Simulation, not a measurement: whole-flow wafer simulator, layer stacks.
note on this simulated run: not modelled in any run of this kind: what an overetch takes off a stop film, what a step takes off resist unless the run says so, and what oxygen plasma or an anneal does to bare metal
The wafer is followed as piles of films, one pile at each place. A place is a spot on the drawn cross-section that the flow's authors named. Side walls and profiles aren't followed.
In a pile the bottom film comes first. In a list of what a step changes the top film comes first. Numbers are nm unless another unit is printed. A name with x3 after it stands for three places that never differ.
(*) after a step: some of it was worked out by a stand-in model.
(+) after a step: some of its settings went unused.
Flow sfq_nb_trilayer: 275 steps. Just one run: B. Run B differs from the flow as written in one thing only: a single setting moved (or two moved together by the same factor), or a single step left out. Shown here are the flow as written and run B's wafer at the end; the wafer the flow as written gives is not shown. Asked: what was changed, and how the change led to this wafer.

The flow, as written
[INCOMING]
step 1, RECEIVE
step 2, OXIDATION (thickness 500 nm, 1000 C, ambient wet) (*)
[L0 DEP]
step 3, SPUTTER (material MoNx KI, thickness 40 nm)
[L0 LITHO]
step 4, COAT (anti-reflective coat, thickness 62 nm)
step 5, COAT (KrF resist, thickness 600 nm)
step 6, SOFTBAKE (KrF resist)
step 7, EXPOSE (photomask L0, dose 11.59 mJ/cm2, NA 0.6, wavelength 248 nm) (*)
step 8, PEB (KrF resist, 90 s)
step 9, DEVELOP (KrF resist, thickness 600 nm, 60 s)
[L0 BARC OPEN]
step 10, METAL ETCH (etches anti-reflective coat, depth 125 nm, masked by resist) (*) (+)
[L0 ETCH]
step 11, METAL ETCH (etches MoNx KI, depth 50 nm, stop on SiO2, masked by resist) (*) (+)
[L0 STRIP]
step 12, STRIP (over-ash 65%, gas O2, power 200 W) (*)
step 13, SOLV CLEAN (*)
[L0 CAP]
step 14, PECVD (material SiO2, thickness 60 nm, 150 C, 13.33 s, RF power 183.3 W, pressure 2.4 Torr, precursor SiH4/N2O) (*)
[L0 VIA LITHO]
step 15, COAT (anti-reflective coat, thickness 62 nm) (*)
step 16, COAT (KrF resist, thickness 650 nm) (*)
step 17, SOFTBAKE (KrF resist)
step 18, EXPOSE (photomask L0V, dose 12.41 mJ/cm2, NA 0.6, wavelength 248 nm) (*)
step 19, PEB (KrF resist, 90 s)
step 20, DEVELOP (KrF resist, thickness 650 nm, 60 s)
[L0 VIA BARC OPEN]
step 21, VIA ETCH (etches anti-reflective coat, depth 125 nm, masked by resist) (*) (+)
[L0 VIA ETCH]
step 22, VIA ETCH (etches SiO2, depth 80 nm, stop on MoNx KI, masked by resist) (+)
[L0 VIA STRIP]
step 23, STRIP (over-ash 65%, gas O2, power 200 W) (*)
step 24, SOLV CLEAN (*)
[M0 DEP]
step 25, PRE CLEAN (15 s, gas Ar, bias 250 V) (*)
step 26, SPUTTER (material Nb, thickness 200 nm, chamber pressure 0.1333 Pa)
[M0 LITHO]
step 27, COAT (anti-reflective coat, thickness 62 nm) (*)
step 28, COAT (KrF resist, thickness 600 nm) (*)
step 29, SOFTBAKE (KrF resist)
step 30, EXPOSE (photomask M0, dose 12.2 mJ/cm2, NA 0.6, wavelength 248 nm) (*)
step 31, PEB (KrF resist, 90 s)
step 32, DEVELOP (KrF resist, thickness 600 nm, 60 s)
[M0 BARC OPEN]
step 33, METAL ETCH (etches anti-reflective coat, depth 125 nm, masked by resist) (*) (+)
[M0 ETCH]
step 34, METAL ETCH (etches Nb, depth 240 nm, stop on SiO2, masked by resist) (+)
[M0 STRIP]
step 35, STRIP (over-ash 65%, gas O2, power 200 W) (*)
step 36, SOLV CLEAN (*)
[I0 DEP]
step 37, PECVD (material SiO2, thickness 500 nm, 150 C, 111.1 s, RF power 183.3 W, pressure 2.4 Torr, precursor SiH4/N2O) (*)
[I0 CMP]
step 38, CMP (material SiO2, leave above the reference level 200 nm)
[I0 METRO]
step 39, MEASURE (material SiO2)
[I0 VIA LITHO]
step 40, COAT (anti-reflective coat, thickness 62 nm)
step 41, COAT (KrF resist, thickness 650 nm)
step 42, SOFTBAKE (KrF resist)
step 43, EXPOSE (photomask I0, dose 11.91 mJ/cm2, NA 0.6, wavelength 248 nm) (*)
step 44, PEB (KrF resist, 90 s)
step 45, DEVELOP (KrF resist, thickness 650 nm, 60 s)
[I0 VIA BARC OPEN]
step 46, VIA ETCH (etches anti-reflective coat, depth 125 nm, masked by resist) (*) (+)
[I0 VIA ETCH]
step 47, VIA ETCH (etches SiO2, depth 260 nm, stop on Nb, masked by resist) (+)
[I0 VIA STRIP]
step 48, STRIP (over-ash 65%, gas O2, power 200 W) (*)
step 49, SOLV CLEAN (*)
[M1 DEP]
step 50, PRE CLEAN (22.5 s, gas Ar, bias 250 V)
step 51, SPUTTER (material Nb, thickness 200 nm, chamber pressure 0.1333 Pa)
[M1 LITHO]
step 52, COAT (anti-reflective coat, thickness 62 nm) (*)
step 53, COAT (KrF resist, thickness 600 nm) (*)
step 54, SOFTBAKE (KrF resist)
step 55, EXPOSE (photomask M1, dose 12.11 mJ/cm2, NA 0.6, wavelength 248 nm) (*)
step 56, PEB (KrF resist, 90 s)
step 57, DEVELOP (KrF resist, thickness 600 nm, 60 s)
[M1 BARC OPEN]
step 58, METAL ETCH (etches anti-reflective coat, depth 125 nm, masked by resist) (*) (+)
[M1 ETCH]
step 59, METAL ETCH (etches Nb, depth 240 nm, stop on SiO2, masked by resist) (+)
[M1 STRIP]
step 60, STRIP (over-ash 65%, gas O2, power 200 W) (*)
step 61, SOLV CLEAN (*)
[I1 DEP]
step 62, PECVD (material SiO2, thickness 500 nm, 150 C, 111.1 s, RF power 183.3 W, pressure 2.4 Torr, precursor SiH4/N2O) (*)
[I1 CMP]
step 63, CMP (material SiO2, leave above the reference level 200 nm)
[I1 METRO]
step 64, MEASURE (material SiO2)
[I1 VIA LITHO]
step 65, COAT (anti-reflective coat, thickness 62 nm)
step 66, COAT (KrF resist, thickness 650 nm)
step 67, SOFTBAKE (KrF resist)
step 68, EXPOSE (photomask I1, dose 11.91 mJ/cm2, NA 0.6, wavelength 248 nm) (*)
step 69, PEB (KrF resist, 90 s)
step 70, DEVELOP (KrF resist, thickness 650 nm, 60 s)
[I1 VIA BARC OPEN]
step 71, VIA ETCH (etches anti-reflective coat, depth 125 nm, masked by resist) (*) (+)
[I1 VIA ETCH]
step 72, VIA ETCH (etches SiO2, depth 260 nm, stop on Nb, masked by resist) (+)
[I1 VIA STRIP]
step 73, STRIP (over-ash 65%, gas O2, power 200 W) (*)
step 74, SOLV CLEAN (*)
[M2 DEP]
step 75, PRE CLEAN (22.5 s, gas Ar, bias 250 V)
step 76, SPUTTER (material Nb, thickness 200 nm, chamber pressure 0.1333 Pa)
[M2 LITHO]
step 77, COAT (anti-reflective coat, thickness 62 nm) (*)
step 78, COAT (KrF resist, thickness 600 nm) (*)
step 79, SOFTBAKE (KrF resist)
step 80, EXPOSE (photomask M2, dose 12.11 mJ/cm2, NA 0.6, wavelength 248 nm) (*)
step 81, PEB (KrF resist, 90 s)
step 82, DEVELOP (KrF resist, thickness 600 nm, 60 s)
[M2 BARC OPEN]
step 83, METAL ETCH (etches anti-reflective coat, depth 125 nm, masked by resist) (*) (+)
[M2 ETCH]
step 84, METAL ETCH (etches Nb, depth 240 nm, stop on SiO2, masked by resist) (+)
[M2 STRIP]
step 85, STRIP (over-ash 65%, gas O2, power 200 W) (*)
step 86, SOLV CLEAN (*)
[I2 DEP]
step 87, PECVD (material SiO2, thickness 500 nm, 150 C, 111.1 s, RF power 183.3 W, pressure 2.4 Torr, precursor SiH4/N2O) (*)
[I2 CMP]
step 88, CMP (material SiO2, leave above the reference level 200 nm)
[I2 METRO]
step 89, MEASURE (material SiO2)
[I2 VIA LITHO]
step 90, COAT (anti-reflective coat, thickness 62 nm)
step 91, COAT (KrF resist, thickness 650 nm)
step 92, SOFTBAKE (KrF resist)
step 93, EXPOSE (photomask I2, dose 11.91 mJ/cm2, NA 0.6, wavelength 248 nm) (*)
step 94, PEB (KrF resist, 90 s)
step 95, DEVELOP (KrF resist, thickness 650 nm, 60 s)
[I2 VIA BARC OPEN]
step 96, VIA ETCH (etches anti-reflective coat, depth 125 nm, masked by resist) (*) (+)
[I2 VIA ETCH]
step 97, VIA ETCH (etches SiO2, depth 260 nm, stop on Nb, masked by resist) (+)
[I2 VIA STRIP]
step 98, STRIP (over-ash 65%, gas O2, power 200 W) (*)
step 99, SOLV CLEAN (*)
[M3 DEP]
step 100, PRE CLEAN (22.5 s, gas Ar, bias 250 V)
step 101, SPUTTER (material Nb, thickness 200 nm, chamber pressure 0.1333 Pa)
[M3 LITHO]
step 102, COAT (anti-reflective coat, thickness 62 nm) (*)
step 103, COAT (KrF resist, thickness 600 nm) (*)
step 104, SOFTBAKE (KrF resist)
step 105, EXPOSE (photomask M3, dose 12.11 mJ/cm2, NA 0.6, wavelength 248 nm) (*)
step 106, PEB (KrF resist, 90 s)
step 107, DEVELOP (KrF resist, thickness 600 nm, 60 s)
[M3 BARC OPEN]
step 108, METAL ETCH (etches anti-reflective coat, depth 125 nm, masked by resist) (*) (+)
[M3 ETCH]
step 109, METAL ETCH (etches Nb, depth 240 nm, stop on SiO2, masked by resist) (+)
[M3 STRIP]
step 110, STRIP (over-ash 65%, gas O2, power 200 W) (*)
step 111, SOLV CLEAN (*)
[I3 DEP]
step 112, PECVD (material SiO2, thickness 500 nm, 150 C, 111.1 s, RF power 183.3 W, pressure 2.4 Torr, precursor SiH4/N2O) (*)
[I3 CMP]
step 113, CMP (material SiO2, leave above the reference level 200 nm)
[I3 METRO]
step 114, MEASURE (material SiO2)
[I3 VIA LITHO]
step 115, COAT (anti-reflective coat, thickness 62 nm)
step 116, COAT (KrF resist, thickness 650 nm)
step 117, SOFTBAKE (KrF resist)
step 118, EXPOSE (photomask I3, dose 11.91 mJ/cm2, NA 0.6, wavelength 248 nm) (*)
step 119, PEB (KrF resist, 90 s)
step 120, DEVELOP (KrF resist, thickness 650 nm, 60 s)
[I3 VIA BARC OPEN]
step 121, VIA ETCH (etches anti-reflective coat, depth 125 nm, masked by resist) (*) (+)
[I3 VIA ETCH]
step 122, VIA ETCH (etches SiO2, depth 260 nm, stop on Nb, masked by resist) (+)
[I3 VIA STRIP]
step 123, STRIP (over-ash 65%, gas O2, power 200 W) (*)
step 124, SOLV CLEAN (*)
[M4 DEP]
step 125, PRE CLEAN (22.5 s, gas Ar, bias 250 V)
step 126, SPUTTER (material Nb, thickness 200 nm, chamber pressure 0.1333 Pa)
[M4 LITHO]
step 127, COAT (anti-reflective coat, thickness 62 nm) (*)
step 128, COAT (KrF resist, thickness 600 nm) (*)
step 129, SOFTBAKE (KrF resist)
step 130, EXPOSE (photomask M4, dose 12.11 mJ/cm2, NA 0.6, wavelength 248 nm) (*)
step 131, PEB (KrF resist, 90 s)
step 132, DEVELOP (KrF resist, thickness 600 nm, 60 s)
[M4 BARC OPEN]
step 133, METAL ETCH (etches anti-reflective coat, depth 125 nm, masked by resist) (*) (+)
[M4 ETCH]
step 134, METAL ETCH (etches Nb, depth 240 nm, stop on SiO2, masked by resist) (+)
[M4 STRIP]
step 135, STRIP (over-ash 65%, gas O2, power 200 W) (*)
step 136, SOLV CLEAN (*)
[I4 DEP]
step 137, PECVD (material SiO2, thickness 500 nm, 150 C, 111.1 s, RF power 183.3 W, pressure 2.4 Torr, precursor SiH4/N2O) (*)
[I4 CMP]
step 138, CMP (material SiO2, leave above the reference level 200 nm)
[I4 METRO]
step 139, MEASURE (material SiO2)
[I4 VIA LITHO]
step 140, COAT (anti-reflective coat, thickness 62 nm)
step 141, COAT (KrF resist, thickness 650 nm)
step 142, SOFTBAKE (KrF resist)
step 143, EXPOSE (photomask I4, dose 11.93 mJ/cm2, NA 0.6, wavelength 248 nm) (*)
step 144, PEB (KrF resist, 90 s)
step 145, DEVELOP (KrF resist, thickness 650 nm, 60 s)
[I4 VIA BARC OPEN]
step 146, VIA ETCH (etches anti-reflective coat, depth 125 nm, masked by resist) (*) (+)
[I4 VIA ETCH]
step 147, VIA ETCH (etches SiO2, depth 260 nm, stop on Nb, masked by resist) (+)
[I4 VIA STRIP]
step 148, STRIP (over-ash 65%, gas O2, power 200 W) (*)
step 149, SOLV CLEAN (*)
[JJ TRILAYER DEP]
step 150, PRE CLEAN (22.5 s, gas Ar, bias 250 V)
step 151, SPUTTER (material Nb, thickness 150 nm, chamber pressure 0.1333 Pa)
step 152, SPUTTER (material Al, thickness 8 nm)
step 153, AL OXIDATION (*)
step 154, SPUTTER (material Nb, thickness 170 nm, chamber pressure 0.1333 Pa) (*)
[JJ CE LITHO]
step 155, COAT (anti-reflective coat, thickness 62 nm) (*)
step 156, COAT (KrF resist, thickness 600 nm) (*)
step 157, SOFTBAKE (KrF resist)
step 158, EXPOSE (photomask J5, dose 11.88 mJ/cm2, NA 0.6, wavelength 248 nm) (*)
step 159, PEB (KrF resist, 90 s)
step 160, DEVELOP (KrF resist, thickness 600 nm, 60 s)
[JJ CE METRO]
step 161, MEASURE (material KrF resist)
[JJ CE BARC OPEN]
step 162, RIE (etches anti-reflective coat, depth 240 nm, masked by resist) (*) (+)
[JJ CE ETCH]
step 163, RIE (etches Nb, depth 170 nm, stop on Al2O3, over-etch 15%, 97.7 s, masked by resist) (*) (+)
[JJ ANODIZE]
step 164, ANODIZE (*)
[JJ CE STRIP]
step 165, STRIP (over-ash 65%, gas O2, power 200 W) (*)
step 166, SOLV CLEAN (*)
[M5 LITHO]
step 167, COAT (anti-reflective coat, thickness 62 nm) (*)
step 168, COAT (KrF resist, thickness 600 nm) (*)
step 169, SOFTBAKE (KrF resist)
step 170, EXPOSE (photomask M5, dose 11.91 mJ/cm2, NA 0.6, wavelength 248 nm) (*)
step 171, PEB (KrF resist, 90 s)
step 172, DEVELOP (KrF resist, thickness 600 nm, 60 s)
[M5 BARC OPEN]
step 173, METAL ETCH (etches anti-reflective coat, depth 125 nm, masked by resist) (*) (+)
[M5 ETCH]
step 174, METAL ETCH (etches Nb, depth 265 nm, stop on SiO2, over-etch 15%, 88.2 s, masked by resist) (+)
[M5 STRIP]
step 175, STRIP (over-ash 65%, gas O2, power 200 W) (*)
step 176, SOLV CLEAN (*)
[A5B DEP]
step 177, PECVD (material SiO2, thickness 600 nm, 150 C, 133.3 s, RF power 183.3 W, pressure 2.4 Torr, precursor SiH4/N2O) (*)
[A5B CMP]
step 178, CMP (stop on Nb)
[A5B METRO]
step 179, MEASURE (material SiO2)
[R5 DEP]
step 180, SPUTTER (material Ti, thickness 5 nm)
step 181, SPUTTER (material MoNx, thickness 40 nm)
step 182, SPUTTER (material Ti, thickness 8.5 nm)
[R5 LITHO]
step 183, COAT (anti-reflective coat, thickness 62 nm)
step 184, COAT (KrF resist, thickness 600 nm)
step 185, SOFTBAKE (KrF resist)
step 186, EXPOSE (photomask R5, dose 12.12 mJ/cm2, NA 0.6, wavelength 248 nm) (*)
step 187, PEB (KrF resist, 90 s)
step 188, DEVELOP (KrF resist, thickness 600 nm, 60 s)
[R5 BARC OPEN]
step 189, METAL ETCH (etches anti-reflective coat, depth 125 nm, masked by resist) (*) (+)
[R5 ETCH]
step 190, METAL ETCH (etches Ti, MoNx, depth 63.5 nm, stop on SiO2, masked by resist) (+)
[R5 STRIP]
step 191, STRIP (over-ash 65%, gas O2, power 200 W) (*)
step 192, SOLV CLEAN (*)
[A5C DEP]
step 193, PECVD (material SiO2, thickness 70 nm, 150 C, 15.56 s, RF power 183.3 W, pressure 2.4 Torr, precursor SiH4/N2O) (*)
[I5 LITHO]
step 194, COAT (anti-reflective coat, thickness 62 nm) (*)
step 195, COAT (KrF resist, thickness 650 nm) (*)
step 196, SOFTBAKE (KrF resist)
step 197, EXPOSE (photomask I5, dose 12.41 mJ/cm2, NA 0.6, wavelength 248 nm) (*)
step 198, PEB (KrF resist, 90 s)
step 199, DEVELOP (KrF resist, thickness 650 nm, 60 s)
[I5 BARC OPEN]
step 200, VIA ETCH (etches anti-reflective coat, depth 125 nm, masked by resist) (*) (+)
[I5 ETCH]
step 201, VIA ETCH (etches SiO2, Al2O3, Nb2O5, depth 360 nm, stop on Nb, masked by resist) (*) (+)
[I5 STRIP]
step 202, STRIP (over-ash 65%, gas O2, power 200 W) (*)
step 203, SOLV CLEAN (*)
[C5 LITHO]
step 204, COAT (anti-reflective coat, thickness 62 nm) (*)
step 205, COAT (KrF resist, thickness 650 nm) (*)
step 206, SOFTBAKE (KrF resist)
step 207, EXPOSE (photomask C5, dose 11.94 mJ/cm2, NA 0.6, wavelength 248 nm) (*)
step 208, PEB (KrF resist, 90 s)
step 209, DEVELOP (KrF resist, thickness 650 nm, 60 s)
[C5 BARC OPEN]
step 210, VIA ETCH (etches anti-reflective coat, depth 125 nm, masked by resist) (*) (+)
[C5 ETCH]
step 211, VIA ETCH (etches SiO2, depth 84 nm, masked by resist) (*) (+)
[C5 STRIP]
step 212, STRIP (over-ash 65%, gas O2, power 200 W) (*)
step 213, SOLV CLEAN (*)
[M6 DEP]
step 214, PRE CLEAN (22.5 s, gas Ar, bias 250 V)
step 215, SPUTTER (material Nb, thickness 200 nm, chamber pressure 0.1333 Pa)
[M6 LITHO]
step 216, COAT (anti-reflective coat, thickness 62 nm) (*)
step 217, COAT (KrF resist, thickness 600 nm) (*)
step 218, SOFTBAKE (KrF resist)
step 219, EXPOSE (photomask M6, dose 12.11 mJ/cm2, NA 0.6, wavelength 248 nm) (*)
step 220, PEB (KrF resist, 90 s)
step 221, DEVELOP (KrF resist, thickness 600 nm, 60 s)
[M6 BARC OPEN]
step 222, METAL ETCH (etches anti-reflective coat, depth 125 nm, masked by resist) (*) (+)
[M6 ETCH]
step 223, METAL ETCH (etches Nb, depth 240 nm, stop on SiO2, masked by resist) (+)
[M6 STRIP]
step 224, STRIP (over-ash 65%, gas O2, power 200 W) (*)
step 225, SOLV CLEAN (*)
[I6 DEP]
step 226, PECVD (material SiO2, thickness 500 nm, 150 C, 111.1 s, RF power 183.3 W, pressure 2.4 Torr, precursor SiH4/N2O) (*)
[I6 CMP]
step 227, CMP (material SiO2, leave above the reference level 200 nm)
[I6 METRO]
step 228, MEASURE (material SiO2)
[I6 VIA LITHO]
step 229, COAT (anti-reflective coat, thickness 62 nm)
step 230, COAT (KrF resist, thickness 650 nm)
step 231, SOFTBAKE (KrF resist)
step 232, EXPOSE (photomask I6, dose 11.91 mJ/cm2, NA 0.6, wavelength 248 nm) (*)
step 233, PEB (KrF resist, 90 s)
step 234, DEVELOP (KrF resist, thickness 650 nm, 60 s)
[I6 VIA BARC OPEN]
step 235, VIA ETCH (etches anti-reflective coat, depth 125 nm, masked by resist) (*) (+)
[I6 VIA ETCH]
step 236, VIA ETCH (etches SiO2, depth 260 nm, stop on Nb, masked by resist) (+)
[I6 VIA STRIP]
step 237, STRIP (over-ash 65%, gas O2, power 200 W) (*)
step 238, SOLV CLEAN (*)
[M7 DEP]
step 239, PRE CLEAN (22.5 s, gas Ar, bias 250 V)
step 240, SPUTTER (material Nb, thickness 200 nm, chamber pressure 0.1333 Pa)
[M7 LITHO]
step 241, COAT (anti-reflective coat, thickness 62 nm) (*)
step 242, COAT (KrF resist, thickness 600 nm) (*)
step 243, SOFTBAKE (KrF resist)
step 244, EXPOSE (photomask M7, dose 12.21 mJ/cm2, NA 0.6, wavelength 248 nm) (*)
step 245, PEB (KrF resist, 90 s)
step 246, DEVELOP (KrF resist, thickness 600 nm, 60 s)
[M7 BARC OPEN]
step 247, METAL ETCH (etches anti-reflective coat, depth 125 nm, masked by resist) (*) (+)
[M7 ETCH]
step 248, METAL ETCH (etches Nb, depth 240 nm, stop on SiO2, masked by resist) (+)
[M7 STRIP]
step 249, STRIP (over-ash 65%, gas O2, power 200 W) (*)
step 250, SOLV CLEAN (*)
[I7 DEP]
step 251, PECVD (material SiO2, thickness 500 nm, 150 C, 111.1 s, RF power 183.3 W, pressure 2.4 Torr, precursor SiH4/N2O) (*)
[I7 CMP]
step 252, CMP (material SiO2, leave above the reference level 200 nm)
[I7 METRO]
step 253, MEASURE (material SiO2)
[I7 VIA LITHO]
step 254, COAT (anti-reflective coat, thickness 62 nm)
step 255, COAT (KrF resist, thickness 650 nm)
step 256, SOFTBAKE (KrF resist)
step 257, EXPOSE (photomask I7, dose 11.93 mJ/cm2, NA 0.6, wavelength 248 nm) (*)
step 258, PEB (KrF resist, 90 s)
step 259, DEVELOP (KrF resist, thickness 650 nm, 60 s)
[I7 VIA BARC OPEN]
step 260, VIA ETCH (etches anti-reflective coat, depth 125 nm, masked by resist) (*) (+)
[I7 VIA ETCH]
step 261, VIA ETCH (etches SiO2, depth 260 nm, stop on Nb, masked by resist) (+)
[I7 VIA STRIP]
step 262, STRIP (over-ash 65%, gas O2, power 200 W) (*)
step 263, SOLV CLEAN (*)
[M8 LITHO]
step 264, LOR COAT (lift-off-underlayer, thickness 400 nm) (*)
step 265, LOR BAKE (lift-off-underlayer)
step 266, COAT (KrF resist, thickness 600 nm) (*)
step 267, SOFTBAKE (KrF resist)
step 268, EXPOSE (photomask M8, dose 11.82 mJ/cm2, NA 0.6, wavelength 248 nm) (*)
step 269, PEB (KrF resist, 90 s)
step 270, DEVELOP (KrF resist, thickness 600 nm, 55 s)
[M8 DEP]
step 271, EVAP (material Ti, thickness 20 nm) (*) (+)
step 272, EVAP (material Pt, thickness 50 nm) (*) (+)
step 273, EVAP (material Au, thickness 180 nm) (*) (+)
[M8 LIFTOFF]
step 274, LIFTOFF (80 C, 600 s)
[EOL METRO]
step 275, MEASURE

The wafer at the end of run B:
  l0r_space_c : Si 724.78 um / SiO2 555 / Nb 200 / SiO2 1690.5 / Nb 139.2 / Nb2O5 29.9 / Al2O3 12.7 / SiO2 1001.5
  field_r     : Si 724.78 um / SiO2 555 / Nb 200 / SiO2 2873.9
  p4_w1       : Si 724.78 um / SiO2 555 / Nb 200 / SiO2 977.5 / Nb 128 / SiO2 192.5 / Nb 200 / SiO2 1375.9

The reason: step 101, SPUTTER: thickness 128 nm was run, while the flow as written has thickness 200 nm.
One can read it off the wafer: p4_w1 has Nb 128, and step 101 as written asks for 200 nm.

How this came from the change, step by step:
  step 101, SPUTTER (material Nb, thickness 200 nm, chamber pressure 0.1333 Pa)
      field_l, v_sur, via_wl and 102 more: +128 Nb (new film) (as written it would have been: +200 Nb (new film))
      via_w: +105.6 Nb (as written it would have been: +165.5 Nb)
  step 102, COAT (anti-reflective coat, thickness 62 nm) (*)
      via_wl, via_wr: +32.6 anti-reflective coat (new film) (as written it would have been: +34.2 anti-reflective coat (new film))
      via_w: +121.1 anti-reflective coat (new film) (as written it would have been: +124.8 anti-reflective coat (new film))
  step 109, METAL ETCH (etches Nb, depth 240 nm, stop on SiO2, masked by resist) (+)
      field_l, be, be_sur and 72 more: -128 Nb (all of it) (as written it would have been: -200 Nb (all of it))
      v_sur, via_wl, via_w and 28 more: -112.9 KrF resist (as written it would have been: -141.2 KrF resist)
  step 110, STRIP (over-ash 65%, gas O2, power 200 W) (*)
      p4_w1, p4_w2, p4_w3 and 21 more: -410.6 KrF resist (all of it), -62 anti-reflective coat (all of it) (as written it would have been: -382.4 KrF resist (all of it), -62 anti-reflective coat (all of it))
      v_sur: -394.3 KrF resist (all of it), -60.8 anti-reflective coat (all of it) (as written it would have been: -365.3 KrF resist (all of it), -61.1 anti-reflective coat (all of it))
      (as well as at 6 more places)
  step 112, PECVD (material SiO2, thickness 500 nm, 150 C, 111.1 s, RF power 183.3 W, pressure 2.4 Torr, precursor SiH4/N2O) (*)
      p4_g1, p4_g2, p3_s0, p3_s1, p3_s2, p3_s3, p3_s4, p3_s5: +500 SiO2 (as written it would have been: +557.1 SiO2)
      via_w: +595.1 SiO2 (new film) (as written it would have been: +615 SiO2 (new film))
  step 113, CMP (material SiO2, leave above the reference level 200 nm)
      field_l, be, be_sur and 64 more: -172 SiO2 (as written it would have been: -100 SiO2)
      p4_g1, p4_g2, p3_s0, p3_s1, p3_s2, p3_s3, p3_s4, p3_s5: -172 SiO2 (as written it would have been: -157.1 SiO2)
      (as well as at 1 more place)
